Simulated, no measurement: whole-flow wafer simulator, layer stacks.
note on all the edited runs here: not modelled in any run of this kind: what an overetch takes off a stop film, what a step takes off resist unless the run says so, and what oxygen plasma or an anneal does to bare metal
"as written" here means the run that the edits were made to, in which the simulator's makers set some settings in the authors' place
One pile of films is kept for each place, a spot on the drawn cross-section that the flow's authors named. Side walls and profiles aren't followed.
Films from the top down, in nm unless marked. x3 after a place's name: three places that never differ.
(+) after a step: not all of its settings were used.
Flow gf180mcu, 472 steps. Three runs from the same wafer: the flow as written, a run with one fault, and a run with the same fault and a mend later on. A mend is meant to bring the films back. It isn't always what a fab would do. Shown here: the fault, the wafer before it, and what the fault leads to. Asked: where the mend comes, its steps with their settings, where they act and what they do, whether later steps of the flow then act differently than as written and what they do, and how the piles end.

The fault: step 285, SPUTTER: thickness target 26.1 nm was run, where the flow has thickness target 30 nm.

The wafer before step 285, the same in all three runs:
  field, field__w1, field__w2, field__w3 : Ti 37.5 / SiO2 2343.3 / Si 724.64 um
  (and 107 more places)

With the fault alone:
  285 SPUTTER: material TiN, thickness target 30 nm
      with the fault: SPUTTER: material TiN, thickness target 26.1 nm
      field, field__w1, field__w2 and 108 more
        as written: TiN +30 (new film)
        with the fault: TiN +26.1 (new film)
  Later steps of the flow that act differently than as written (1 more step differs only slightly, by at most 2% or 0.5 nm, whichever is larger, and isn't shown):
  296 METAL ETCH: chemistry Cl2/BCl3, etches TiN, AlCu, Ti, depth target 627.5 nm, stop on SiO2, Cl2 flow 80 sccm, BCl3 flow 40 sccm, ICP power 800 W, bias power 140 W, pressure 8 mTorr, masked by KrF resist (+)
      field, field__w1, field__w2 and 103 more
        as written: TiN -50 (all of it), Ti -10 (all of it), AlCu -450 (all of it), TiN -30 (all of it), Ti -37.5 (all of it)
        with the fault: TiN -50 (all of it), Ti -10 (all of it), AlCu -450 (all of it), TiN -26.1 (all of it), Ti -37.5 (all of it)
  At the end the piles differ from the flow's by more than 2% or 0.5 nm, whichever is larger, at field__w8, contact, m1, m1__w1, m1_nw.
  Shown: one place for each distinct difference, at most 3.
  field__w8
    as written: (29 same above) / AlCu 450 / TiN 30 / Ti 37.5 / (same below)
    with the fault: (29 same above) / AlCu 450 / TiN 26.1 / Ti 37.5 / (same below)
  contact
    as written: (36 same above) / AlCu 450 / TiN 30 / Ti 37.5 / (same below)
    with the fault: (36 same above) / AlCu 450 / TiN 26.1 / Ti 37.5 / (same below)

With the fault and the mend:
  The mend comes after step 285.
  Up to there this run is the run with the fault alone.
  285a SPUTTER: material TiN, thickness target 3.9 nm (the flow's step 285 once more, with other settings)
      field, field__w1, field__w2 and 108 more
        TiN +3.9
  No later step of the flow acts differently than as written at any place that is followed.
  At the end the piles are the same as the flow's at every place that both follow.
